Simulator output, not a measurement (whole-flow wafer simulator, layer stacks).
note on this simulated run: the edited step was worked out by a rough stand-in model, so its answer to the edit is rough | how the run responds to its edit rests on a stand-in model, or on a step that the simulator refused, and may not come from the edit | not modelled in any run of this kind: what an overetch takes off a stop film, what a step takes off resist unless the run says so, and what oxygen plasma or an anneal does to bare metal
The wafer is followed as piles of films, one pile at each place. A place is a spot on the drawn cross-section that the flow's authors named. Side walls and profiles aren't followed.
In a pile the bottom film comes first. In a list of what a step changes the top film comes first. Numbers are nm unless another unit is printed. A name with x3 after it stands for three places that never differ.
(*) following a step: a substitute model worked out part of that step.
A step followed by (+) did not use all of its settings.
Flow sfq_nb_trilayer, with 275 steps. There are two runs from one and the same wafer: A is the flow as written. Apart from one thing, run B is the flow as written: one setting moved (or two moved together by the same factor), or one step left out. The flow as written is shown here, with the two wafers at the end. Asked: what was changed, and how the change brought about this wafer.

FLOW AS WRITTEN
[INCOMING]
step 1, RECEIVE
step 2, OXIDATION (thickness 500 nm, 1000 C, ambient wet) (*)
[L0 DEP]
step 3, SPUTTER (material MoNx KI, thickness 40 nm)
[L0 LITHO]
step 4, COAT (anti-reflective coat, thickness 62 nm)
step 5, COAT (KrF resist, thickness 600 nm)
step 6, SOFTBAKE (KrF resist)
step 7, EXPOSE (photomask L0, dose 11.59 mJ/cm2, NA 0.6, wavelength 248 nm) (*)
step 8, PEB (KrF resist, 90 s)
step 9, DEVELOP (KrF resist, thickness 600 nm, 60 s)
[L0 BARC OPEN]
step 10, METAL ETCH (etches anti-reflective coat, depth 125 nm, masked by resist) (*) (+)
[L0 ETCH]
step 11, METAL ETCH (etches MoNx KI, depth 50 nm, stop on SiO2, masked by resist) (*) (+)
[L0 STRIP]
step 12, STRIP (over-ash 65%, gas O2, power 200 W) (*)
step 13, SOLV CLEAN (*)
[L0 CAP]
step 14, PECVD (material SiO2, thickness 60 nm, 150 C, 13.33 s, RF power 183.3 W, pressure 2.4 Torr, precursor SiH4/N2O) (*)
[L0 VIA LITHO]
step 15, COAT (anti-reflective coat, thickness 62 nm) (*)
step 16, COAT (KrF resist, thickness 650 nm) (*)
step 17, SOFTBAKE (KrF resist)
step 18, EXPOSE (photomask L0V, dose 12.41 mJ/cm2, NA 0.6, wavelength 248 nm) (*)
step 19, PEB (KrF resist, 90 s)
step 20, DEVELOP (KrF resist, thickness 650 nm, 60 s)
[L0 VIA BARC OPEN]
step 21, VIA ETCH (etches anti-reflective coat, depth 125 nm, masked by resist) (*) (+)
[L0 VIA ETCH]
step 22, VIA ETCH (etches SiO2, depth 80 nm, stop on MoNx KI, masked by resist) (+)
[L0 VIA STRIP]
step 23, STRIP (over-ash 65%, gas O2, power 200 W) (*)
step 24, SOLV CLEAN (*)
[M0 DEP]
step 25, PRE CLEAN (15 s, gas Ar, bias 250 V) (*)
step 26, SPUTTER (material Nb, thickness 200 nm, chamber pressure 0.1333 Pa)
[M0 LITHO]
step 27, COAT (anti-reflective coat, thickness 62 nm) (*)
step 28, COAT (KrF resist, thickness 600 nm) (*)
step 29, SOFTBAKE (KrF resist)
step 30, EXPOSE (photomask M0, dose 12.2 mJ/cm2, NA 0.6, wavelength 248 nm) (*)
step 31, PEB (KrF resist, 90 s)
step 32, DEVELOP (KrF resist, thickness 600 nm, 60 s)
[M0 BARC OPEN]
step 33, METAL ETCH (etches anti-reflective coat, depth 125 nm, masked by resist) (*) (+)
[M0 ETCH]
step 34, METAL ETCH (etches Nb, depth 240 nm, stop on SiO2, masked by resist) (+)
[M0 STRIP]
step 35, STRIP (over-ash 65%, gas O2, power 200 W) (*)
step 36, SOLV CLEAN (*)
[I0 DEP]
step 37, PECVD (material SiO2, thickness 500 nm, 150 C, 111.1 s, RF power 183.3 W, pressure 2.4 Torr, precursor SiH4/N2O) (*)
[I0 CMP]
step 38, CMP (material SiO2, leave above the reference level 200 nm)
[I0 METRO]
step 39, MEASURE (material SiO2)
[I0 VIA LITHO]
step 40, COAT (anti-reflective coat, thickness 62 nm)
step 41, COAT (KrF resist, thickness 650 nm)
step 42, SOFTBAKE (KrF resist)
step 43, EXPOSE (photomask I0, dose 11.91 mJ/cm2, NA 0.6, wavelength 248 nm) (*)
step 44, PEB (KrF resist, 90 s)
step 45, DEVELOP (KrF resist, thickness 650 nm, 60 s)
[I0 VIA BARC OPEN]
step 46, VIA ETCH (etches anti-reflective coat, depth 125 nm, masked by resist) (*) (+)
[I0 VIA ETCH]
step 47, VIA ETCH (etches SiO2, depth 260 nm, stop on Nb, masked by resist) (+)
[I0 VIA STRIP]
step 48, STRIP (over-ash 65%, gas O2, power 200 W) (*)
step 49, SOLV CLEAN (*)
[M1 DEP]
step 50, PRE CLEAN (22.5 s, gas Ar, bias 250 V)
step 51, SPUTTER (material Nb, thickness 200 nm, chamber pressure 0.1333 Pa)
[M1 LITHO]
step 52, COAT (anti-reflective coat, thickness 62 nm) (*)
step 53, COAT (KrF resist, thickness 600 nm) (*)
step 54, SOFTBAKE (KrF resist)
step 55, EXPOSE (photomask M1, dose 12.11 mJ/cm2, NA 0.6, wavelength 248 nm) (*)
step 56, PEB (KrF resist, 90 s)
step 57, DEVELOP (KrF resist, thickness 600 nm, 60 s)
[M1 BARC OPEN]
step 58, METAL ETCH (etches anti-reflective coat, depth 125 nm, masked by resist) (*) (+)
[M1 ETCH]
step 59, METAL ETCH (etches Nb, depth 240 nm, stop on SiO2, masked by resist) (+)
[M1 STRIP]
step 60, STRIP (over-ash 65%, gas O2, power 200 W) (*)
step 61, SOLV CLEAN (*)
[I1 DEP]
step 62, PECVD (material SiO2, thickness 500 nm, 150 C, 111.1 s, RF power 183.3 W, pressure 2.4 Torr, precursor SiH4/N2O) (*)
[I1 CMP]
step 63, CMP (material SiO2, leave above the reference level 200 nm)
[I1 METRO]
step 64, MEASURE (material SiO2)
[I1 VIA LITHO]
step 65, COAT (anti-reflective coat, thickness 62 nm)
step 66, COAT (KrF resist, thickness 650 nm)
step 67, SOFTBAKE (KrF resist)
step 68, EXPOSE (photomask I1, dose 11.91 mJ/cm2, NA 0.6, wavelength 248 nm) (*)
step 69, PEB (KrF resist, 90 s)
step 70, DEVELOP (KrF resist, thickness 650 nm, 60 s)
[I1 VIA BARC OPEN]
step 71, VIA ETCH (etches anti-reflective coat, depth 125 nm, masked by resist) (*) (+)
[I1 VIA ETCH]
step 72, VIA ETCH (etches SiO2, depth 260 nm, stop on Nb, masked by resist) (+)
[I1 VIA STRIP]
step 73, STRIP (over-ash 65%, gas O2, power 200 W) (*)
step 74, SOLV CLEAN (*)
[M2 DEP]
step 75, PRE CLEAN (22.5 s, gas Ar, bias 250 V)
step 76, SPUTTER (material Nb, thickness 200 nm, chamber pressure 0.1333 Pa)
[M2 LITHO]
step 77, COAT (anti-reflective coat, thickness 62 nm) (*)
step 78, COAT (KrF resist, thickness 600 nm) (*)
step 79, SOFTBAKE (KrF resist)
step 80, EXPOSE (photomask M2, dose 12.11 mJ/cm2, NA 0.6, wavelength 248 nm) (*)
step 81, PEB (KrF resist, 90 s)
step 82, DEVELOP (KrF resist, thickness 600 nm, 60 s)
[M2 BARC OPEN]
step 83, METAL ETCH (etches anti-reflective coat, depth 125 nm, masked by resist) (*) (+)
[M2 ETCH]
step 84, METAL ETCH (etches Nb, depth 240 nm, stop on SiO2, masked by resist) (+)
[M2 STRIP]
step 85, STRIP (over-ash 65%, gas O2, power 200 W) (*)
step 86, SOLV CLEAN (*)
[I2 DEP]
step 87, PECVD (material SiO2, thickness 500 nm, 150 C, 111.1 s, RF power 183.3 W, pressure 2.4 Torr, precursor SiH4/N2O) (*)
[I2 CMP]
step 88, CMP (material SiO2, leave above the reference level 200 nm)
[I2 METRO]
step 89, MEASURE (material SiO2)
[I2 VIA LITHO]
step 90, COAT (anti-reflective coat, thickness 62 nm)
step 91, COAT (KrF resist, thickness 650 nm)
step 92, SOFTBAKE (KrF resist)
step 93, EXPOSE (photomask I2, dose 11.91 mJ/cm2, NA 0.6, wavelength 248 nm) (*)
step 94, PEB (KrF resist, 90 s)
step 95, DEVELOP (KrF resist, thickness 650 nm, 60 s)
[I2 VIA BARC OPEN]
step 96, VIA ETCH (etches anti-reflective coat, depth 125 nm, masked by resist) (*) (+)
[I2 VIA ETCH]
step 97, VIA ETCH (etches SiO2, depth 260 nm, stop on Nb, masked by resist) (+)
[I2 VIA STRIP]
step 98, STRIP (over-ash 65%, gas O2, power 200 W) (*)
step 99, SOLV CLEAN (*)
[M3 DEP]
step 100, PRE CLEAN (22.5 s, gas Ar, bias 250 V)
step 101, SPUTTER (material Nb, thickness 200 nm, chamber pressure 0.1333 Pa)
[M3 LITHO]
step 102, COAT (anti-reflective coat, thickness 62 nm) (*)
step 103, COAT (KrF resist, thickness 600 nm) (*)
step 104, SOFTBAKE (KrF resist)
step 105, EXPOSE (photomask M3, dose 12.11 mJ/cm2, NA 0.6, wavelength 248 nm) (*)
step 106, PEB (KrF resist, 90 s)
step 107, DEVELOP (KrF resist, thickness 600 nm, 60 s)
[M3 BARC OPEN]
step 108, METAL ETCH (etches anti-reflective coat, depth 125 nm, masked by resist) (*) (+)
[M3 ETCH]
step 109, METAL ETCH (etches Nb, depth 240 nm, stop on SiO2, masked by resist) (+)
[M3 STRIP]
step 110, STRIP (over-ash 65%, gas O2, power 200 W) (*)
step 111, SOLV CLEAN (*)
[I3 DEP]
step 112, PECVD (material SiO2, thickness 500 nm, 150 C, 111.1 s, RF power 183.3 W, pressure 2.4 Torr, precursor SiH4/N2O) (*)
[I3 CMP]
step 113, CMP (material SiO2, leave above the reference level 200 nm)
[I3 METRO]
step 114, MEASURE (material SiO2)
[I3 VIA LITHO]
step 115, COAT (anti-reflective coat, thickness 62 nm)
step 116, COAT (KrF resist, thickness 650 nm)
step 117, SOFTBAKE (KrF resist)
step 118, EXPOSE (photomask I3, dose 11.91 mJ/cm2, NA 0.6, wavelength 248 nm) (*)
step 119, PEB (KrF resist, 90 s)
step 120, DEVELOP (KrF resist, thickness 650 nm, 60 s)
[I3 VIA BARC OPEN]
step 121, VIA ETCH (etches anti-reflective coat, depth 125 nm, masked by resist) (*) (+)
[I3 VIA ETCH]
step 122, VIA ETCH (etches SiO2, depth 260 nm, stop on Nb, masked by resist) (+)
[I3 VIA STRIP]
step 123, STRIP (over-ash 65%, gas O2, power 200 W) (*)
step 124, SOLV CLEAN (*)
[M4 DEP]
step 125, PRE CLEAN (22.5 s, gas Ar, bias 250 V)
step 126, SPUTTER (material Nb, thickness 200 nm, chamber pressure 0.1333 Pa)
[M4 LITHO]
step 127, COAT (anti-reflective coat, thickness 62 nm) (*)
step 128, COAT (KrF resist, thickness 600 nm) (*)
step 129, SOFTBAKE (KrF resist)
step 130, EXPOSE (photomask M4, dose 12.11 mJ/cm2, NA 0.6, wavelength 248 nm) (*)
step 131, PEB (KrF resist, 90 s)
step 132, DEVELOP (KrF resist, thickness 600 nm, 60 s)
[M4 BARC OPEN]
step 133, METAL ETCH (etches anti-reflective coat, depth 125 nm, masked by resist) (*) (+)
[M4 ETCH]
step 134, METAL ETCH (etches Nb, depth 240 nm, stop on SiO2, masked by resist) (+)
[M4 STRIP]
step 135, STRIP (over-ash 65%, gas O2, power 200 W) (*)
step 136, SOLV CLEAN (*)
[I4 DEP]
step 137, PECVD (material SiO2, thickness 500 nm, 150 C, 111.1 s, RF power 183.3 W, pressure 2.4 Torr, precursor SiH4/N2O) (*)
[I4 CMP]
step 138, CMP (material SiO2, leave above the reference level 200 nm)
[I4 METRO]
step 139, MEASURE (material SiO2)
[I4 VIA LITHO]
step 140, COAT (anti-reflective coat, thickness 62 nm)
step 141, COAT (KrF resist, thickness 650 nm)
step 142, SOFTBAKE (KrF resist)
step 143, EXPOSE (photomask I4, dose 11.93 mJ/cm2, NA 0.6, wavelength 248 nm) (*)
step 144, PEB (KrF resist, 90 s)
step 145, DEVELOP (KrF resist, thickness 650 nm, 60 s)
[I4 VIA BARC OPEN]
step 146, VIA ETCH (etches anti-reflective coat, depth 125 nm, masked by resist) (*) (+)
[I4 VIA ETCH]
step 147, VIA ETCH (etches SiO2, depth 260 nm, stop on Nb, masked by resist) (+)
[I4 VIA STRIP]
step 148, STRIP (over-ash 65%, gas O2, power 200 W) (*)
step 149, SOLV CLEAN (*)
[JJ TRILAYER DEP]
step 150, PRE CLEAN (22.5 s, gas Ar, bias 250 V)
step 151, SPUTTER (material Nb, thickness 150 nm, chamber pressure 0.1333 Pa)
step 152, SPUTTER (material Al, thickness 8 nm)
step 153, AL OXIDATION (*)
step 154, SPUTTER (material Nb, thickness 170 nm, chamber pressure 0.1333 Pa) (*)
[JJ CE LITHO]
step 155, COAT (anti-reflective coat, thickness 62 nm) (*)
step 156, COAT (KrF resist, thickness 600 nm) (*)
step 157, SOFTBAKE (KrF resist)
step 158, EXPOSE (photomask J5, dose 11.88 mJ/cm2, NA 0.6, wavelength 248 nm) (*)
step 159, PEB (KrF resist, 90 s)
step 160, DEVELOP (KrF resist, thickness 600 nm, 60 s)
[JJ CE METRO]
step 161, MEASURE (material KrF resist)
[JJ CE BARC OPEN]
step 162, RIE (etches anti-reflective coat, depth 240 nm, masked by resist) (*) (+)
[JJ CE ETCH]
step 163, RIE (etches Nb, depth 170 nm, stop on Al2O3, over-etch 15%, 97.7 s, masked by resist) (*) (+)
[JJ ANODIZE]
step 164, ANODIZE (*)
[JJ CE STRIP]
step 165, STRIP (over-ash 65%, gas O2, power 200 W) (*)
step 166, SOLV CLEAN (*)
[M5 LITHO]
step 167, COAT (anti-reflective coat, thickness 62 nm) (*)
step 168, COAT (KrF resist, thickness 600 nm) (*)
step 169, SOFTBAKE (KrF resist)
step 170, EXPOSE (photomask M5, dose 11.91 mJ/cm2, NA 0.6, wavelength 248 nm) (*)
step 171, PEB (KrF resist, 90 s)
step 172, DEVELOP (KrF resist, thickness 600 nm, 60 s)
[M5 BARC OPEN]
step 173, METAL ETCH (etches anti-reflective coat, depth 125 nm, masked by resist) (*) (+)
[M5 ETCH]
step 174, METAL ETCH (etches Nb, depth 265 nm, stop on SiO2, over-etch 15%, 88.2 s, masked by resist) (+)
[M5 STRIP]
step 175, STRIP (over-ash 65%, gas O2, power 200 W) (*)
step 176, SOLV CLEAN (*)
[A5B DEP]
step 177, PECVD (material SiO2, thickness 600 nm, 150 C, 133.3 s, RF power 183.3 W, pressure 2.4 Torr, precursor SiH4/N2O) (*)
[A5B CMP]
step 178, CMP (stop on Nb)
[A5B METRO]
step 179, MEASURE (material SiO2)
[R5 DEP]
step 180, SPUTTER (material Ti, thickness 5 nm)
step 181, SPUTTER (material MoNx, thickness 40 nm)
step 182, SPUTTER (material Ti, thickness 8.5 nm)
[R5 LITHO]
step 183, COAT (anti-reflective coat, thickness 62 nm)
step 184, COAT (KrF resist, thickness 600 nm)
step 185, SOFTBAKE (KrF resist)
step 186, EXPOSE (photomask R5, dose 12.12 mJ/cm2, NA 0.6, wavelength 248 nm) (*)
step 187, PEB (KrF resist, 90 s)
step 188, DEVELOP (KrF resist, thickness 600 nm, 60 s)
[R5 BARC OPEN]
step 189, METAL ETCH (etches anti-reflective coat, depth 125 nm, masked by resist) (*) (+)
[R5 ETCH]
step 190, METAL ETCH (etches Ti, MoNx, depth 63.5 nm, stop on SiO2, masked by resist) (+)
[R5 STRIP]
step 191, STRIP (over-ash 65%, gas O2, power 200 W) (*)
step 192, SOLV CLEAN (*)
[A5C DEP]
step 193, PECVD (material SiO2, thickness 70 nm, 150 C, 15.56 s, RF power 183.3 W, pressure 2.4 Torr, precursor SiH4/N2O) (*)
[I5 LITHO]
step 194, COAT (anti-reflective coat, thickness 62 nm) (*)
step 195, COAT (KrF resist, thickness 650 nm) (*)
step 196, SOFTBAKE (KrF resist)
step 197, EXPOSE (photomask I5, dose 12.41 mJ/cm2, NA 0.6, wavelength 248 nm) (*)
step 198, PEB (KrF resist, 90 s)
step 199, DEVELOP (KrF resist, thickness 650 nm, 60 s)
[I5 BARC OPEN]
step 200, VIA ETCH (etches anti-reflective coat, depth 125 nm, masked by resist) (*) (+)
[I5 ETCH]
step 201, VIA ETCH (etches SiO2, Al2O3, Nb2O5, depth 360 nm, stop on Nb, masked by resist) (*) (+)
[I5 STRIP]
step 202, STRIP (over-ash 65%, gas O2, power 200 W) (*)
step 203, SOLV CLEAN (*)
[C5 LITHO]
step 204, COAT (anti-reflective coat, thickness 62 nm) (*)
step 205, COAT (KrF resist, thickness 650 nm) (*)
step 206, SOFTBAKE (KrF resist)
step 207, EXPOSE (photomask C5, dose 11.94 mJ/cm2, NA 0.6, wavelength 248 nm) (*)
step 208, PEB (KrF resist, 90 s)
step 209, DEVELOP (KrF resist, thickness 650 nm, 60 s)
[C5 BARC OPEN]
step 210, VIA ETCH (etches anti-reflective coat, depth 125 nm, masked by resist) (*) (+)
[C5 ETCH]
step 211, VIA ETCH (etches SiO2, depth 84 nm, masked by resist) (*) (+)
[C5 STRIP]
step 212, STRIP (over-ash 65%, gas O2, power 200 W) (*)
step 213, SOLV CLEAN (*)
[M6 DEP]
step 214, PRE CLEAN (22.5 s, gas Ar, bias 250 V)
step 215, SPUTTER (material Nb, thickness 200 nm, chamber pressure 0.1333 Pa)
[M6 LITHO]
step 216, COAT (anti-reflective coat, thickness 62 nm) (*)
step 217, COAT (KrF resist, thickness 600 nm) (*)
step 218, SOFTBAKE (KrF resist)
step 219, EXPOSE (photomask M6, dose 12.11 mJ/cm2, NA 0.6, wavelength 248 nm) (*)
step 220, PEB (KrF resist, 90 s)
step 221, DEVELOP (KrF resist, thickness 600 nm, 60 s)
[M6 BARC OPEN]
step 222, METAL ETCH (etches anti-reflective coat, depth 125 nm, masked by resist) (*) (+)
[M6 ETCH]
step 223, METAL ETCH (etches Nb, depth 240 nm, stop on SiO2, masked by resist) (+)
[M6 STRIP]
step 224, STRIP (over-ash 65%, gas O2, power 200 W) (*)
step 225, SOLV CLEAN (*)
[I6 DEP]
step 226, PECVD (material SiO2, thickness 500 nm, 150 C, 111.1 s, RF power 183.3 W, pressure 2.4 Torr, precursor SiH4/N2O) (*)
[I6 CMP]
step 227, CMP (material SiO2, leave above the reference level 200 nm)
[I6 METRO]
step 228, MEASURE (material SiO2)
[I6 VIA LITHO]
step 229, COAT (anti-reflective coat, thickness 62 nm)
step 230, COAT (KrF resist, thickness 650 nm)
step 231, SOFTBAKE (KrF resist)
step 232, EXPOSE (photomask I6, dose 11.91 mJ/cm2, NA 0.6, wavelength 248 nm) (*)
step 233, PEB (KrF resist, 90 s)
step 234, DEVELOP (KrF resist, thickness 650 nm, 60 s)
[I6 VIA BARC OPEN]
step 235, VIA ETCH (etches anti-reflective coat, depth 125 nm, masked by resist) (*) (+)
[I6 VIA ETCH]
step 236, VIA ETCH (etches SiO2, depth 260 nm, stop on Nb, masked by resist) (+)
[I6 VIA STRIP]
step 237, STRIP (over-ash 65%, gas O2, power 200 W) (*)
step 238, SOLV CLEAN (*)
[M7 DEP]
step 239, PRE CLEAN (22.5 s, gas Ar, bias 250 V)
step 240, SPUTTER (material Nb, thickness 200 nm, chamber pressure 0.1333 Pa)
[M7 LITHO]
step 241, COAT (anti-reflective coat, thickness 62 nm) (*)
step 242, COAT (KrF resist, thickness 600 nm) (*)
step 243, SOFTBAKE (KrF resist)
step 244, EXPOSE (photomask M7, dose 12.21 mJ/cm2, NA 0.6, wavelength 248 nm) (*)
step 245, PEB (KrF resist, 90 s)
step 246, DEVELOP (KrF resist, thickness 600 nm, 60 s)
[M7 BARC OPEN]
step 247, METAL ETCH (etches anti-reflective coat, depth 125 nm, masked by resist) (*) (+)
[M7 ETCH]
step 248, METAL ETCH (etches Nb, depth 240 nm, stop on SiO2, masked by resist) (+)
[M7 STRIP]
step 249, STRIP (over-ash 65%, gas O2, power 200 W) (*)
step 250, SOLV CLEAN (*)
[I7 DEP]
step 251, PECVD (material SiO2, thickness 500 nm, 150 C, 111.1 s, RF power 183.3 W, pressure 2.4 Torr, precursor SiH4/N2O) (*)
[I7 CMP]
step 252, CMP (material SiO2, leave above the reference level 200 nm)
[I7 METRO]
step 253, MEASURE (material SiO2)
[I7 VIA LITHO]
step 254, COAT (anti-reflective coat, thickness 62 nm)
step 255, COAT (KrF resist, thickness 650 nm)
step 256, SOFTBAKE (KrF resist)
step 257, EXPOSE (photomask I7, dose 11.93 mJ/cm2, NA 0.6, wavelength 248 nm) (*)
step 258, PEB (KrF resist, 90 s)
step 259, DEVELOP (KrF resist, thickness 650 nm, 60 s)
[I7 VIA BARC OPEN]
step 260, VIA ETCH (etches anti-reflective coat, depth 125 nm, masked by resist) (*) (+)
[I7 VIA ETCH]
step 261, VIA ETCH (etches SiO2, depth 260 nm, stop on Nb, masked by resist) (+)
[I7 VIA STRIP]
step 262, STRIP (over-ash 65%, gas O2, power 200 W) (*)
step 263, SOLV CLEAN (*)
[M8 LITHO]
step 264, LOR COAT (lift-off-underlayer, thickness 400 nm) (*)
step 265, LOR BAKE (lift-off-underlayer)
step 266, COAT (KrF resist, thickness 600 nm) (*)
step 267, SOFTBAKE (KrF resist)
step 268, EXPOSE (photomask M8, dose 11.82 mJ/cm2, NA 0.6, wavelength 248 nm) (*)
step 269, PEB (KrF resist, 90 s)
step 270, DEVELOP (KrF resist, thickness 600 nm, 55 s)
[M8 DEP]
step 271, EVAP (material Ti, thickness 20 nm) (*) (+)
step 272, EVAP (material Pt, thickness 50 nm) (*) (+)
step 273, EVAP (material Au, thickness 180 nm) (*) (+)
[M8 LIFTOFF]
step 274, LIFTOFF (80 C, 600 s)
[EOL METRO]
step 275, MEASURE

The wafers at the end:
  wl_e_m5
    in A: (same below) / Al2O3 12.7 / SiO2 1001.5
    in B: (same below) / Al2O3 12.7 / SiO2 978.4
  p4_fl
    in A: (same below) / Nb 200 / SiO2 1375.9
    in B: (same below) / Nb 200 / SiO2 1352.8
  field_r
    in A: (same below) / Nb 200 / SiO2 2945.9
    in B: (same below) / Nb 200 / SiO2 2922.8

Cause: step 193, PECVD: thickness 46.9 nm was run, while the flow as written has thickness 70 nm; step 193, PECVD: 10.42 s was run, where the flow has 15.56 s.

The path from the change to this, step by step:
  step 193, PECVD (material SiO2, thickness 70 nm, 150 C, 15.56 s, RF power 183.3 W, pressure 2.4 Torr, precursor SiH4/N2O) (*)
      field_l, v_sur, via_wl and 92 more: A SiO2 gains 70 | B SiO2 gains 46.9
      ce_l, c5j, ce_r and 8 more: A SiO2 gains 70 (new film) | B SiO2 gains 46.9 (new film)
  step 201, VIA ETCH (etches SiO2, Al2O3, Nb2O5, depth 360 nm, stop on Nb, masked by resist) (*) (+)
      be: A SiO2 loses 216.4 (all of it), Al2O3 loses 12.7 (all of it), Nb2O5 loses 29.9 (all of it) | B SiO2 loses 193.3 (all of it), Al2O3 loses 12.7 (all of it), Nb2O5 loses 29.9 (all of it)
  step 204, COAT (anti-reflective coat, thickness 62 nm) (*)
      be: A anti-reflective coat gains 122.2 (new film) | B anti-reflective coat gains 118.8 (new film)
      be_sur: A anti-reflective coat gains 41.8 (new film) | B anti-reflective coat gains 42.7 (new film)
  step 205, COAT (KrF resist, thickness 650 nm) (*)
      be: A KrF resist gains 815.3 (new film) | B KrF resist gains 798.8 (new film)
  step 211, VIA ETCH (etches SiO2, depth 84 nm, masked by resist) (*) (+)
      field_l, v_sur, via_wl and 101 more: A KrF resist loses 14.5 | B KrF resist loses 12.1
      c5j: A SiO2 loses 69.9 (all of it), Nb loses 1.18 | B SiO2 loses 46.8 (all of it), Nb loses 1.95
      (also at 1 further place)
  step 212, STRIP (over-ash 65%, gas O2, power 200 W) (*)
      be: A KrF resist loses 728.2 (all of it), anti-reflective coat loses 122.2 (all of it) | B KrF resist loses 714.1 (all of it), anti-reflective coat loses 118.8 (all of it)
      be_sur: A KrF resist loses 559.6 (all of it), anti-reflective coat loses 41.8 (all of it) | B KrF resist loses 563.4 (all of it), anti-reflective coat loses 42.7 (all of it)
  step 215, SPUTTER (material Nb, thickness 200 nm, chamber pressure 0.1333 Pa)
      be: A Nb gains 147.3 | B Nb gains 152.6
      c5j: A Nb gains 188.4 | B Nb gains 194.8
      (also at 1 further place)
  step 216, COAT (anti-reflective coat, thickness 62 nm) (*)
      be: A anti-reflective coat gains 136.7 (new film) | B anti-reflective coat gains 132.3 (new film)
      ce_l: A anti-reflective coat gains 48 (new film) | B anti-reflective coat gains 53.9 (new film)
      (also at 5 further places)
  step 217, COAT (KrF resist, thickness 600 nm) (*)
      be: A KrF resist gains 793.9 (new film) | B KrF resist gains 774.2 (new film)
  step 224, STRIP (over-ash 65%, gas O2, power 200 W) (*)
      be: A KrF resist loses 575.8 (all of it), anti-reflective coat loses 136.7 (all of it) | B KrF resist loses 556.2 (all of it), anti-reflective coat loses 132.3 (all of it)
      ce_l: A KrF resist loses 397.1 (all of it), anti-reflective coat loses 48 (all of it) | B KrF resist loses 394 (all of it), anti-reflective coat loses 53.9 (all of it)
      (also at 5 further places)
  step 226, PECVD (material SiO2, thickness 500 nm, 150 C, 111.1 s, RF power 183.3 W, pressure 2.4 Torr, precursor SiH4/N2O) (*)
      be: A SiO2 gains 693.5 (new film) | B SiO2 gains 665.1 (new film)
      c5j: A SiO2 gains 514.7 (new film) | B SiO2 gains 500 (new film)
  step 227, CMP (material SiO2, leave above the reference level 200 nm)
      c5j: A SiO2 loses 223 | B SiO2 loses 237
      res: A SiO2 loses 279.4 | B SiO2 loses 307
